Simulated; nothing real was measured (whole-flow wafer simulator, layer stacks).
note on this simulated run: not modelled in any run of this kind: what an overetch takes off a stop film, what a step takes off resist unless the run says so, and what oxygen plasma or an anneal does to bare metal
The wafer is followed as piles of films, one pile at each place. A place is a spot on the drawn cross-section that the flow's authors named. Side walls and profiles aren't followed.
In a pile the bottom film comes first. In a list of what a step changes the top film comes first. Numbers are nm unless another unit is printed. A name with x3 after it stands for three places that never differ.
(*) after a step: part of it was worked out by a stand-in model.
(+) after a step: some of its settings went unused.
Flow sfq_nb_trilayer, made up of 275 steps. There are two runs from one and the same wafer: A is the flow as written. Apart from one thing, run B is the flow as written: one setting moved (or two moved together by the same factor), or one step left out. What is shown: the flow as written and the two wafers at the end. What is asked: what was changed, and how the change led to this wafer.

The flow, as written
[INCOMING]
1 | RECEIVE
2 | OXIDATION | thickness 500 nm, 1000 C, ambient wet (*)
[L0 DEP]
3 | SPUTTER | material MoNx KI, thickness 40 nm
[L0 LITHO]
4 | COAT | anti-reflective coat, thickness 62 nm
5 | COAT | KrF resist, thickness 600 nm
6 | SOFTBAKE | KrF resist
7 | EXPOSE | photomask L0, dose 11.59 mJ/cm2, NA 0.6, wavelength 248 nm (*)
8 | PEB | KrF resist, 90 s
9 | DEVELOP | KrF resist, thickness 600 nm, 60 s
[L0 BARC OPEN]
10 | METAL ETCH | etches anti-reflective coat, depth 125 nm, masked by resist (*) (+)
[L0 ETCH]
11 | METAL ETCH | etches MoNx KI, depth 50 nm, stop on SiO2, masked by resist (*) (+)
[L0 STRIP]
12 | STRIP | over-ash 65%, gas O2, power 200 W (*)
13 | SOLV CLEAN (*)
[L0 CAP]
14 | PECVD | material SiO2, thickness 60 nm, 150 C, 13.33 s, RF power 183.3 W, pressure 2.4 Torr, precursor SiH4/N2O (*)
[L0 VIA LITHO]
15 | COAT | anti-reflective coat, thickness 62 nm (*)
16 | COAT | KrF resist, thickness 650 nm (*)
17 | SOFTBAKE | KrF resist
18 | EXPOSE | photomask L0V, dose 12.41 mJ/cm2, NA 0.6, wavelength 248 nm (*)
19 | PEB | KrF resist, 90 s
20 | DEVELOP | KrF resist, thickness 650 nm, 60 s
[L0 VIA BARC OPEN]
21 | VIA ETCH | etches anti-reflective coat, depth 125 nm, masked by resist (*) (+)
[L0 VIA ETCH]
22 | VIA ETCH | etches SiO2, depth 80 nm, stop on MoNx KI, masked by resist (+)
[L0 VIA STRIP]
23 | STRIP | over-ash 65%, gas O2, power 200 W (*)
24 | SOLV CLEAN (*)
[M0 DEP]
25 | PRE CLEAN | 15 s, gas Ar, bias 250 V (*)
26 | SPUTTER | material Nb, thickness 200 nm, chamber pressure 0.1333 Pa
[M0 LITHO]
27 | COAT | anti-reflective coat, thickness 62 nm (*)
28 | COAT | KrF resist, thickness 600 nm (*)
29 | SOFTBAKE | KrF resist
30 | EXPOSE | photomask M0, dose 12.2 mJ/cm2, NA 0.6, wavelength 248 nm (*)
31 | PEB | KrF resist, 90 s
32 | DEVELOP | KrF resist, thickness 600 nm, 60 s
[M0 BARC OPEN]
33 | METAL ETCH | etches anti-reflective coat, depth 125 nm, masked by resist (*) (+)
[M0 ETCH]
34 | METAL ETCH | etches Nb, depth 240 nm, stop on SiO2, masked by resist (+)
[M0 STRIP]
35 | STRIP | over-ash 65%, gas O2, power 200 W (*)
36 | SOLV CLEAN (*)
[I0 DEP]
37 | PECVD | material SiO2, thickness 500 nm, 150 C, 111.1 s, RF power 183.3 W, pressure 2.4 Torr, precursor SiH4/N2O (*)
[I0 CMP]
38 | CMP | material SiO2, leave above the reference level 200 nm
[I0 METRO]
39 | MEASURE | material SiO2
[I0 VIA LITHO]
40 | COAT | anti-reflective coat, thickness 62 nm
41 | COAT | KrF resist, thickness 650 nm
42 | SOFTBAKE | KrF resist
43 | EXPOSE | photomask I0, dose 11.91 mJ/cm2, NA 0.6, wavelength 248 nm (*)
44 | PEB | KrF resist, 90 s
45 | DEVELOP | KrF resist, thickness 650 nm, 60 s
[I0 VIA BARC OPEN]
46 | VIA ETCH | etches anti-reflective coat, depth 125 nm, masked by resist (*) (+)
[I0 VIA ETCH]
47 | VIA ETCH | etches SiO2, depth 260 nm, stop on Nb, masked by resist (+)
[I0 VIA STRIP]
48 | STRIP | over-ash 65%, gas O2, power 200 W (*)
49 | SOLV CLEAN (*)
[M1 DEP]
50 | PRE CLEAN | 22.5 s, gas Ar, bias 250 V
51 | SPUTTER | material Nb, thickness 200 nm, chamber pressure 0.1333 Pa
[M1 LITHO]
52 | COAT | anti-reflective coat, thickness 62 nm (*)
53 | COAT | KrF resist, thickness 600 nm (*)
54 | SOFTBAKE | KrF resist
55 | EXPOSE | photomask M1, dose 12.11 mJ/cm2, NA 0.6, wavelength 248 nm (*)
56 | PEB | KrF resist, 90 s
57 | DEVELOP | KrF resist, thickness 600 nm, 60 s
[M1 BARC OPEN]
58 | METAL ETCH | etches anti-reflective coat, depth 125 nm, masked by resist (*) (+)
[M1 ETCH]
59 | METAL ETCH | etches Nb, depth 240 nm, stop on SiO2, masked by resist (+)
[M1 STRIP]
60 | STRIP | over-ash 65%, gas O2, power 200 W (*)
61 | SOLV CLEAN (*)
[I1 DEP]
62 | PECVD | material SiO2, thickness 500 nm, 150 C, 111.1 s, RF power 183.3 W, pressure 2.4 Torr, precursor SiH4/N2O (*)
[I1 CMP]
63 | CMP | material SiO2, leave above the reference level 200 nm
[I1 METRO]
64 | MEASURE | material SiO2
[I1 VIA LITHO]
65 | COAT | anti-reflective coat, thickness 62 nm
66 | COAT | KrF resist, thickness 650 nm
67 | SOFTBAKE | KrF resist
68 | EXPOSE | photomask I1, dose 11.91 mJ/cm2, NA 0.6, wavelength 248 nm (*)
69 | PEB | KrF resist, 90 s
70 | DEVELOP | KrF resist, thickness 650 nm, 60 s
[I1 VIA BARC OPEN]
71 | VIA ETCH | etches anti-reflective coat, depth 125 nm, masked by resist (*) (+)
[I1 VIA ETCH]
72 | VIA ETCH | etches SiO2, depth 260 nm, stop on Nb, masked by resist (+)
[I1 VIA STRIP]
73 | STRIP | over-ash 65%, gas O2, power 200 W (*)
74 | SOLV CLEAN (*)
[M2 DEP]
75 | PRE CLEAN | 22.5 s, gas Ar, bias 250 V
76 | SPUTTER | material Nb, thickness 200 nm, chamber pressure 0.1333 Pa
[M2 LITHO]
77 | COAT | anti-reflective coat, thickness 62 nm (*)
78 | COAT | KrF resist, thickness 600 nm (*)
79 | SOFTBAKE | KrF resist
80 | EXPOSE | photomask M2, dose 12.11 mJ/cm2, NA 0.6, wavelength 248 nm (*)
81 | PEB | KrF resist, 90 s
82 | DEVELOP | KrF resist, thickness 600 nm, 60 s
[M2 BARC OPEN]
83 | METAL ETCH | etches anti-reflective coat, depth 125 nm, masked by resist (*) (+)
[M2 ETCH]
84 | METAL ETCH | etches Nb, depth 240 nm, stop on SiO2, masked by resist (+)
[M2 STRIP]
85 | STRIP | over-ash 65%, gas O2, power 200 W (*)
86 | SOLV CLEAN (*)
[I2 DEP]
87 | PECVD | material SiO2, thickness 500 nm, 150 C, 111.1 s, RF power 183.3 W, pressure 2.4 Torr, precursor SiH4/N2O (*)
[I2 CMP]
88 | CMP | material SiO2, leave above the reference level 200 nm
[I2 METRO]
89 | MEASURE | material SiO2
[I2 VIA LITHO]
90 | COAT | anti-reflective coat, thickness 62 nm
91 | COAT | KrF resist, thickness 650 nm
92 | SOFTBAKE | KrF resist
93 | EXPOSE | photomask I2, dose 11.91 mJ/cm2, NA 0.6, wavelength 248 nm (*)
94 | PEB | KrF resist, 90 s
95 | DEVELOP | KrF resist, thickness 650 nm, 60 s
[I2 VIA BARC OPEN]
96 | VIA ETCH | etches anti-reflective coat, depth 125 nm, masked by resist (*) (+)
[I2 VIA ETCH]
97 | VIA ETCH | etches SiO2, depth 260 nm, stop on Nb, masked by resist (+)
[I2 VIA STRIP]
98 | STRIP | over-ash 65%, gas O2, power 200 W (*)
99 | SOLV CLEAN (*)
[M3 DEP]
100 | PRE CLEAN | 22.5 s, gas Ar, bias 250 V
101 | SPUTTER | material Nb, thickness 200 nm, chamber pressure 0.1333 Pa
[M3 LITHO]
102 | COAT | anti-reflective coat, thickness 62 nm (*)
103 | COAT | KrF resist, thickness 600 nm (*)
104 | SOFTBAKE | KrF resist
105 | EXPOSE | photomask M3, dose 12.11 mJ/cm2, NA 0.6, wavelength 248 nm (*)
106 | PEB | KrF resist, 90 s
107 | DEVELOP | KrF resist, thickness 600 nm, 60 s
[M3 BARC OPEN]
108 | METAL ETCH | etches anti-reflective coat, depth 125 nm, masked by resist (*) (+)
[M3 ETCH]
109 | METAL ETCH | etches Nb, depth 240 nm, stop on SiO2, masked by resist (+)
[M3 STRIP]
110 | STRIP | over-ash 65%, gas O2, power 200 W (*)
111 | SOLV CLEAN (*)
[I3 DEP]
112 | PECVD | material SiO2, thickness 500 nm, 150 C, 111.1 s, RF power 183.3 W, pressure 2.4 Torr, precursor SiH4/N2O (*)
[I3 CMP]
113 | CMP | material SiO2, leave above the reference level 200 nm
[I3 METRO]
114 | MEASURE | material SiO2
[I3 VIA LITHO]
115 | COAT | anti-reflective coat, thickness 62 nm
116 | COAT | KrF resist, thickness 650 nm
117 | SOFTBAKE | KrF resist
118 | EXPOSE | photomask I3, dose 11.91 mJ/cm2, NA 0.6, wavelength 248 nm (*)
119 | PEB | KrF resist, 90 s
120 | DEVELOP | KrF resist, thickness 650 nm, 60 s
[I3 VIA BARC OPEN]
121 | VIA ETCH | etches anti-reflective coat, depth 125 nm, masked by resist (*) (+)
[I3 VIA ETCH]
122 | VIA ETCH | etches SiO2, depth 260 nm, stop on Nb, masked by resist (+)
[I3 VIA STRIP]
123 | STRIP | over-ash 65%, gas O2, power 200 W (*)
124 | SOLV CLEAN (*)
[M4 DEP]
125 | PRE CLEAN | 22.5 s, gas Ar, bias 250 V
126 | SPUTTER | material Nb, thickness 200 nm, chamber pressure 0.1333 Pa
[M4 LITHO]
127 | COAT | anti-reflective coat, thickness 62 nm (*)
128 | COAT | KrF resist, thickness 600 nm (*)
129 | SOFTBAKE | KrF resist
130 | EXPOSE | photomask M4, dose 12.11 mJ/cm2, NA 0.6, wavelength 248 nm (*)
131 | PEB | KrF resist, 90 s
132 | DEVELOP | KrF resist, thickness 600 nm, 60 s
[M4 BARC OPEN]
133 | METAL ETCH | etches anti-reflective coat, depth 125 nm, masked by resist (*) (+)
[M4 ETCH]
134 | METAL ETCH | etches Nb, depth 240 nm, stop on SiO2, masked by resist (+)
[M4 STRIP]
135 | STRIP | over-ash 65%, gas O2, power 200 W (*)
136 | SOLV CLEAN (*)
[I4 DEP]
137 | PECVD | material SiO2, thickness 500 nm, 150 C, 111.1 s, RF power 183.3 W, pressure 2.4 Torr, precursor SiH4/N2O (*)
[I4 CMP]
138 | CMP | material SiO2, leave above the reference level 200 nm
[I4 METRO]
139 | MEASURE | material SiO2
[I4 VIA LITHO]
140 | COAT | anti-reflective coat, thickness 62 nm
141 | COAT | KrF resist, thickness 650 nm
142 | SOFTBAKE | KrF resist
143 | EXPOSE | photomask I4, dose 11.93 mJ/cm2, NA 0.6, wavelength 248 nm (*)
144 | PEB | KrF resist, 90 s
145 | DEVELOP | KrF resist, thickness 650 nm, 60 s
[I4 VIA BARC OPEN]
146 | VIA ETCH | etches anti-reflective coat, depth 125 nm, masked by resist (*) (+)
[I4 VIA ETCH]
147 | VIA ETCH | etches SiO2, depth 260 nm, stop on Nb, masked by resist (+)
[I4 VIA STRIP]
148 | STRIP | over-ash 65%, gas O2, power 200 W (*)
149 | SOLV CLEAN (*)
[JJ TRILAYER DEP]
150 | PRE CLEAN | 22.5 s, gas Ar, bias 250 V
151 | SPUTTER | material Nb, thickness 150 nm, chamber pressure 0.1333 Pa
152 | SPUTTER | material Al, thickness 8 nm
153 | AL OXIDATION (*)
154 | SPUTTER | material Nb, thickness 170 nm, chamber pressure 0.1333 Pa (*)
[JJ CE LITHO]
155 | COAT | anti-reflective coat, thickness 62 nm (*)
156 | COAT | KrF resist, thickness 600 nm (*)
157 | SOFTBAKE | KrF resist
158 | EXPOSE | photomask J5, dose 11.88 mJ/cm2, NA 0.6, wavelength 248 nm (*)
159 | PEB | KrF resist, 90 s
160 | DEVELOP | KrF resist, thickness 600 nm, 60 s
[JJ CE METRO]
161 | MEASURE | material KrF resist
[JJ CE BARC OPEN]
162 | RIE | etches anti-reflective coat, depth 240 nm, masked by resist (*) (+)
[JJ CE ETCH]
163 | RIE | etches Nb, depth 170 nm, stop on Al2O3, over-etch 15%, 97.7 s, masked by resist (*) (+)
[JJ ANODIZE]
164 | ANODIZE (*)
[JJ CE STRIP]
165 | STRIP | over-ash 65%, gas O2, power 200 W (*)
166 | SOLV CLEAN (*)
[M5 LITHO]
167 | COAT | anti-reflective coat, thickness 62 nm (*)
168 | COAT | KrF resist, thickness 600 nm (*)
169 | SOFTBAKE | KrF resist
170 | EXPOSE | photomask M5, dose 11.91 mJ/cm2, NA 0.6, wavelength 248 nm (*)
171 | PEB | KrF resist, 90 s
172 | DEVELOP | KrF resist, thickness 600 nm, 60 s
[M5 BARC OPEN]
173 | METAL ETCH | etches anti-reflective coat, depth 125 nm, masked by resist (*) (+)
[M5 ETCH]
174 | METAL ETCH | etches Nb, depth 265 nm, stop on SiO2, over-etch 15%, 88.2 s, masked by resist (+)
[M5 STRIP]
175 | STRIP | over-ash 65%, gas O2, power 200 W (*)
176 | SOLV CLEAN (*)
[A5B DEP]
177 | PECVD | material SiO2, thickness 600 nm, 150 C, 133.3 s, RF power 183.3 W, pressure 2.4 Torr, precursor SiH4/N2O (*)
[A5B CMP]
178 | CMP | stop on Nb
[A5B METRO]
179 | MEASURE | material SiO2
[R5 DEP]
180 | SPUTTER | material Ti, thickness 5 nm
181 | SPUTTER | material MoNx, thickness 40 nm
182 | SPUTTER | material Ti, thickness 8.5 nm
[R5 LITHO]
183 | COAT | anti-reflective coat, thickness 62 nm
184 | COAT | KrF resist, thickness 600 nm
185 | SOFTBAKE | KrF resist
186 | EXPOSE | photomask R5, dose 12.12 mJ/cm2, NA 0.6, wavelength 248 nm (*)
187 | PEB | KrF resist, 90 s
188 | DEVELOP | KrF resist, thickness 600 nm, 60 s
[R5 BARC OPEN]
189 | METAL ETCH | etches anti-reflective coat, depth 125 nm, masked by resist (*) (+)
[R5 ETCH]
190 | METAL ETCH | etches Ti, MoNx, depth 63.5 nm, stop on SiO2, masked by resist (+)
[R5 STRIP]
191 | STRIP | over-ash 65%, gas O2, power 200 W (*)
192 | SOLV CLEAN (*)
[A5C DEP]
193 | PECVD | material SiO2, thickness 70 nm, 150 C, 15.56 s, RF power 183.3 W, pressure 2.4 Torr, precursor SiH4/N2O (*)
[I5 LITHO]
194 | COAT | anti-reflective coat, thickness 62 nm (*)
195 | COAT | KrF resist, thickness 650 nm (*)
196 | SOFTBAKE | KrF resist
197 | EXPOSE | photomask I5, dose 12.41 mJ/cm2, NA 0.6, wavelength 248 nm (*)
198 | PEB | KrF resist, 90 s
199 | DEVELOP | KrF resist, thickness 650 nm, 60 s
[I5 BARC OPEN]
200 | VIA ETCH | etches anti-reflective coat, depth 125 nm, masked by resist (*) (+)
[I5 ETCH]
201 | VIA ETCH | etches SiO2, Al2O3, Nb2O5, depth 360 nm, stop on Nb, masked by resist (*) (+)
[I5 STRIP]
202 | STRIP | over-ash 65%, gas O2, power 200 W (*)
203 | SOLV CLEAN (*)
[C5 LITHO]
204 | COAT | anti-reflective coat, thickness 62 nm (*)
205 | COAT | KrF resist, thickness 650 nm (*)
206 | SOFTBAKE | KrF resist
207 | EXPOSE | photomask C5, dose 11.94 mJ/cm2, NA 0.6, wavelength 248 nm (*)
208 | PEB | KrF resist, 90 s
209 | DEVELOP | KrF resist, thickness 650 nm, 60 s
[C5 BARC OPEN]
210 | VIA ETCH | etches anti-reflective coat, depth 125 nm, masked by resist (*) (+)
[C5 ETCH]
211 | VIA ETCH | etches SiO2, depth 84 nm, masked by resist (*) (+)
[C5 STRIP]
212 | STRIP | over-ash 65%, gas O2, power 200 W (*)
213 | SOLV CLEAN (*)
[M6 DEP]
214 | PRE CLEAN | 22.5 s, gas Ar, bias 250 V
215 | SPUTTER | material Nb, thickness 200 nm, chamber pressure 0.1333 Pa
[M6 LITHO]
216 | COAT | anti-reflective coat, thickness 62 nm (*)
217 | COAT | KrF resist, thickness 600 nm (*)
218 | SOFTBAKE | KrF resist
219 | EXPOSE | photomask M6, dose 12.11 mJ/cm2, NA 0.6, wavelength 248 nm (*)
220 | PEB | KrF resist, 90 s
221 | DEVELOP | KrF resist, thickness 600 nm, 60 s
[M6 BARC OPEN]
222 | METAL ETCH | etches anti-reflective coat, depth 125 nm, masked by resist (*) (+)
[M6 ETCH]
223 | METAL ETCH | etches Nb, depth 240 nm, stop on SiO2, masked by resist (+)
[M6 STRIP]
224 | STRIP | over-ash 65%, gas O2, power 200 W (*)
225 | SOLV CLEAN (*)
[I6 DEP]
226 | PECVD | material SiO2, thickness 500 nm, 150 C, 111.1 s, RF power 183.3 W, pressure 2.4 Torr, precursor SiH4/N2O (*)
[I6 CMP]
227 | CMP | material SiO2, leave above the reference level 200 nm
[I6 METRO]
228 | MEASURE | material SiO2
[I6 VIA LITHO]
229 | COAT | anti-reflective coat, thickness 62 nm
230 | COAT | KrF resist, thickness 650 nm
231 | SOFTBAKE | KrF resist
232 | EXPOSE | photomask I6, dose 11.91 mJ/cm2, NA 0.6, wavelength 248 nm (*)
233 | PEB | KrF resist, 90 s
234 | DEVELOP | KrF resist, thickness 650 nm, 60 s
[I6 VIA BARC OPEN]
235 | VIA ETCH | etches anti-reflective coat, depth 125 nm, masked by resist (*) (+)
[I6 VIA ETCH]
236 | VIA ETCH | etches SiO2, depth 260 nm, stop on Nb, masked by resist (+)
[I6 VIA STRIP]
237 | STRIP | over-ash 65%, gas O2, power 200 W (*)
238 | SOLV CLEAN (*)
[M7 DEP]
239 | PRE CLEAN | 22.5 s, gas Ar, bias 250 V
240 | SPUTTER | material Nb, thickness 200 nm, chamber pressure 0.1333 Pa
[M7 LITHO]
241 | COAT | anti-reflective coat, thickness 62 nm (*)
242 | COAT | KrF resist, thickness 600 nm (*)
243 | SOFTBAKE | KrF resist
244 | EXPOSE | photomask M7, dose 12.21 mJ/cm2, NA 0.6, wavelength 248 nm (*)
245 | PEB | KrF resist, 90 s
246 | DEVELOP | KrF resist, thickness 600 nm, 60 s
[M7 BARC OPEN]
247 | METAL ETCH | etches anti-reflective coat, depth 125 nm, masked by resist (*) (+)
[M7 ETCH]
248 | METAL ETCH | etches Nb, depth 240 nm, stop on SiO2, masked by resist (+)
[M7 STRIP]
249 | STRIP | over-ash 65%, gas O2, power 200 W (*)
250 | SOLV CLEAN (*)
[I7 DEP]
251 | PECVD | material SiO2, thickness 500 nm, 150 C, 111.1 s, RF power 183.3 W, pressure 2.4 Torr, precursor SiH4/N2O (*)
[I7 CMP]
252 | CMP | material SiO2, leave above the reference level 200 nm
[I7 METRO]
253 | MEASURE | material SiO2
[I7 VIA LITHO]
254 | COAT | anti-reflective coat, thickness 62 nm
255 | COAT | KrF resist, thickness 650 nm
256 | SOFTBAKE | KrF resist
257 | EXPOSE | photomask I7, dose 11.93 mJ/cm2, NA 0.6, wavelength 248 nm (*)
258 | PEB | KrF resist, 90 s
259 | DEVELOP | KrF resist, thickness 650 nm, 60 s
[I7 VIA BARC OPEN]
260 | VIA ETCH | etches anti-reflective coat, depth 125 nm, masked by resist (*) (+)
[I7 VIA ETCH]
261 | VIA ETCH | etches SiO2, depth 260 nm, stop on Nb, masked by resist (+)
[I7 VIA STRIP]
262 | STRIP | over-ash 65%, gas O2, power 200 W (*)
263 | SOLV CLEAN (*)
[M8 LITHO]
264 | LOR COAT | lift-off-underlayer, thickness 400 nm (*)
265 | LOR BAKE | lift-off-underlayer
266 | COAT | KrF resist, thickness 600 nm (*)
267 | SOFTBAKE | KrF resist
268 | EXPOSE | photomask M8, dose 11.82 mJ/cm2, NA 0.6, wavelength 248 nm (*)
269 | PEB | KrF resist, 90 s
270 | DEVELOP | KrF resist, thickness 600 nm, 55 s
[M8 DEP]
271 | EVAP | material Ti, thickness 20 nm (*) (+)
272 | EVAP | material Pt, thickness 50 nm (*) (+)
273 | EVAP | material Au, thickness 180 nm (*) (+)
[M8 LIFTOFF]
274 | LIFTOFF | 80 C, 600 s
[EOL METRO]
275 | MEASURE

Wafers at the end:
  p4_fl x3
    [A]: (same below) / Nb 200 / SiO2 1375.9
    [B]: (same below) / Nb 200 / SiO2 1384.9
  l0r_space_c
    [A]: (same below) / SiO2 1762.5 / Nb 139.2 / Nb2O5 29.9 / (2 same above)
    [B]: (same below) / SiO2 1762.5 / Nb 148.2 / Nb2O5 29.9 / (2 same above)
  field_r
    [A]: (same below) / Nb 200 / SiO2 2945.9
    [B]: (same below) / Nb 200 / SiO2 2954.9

What caused this: step 151, SPUTTER: thickness 159 nm was run, while the flow as written has thickness 150 nm.

The path from the change to this, step by step:
  151 | SPUTTER | material Nb, thickness 150 nm, chamber pressure 0.1333 Pa
      field_l, v_sur, via_sp and 100 more: A Nb gains 150 (new film) | B Nb gains 159 (new film)
      via_wl, via_w, via_wr: A Nb gains 130.4 | B Nb gains 138.3
  167 | COAT | anti-reflective coat, thickness 62 nm (*)
      ce_l: A anti-reflective coat gains 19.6 (new film) | B anti-reflective coat gains 18.7 (new film)
  174 | METAL ETCH | etches Nb, depth 265 nm, stop on SiO2, over-etch 15%, 88.2 s, masked by resist (+)
      field_l, r_sur, res and 50 more: A Al2O3 loses 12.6 (all of it), Nb2O5 loses 29.9 (all of it), Nb loses 139.2 (all of it), SiO2 loses 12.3 | B Al2O3 loses 12.6 (all of it), Nb2O5 loses 29.9 (all of it), Nb loses 148.2 (all of it), SiO2 loses 11.4
  175 | STRIP | over-ash 65%, gas O2, power 200 W (*)
      ce_l: A KrF resist loses 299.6 (all of it), anti-reflective coat loses 19.6 (all of it) | B KrF resist loses 300.5 (all of it), anti-reflective coat loses 18.7 (all of it)
  178 | CMP | stop on Nb
      field_l, p4_fl x3, p4_w1 x9 and 29 more: A SiO2 loses 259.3 | B SiO2 loses 251.2
      r_sur, res, r_end, moat, field_r, lsp_l: A SiO2 loses 252.3 | B SiO2 loses 243.9
      (also at 5 further places)
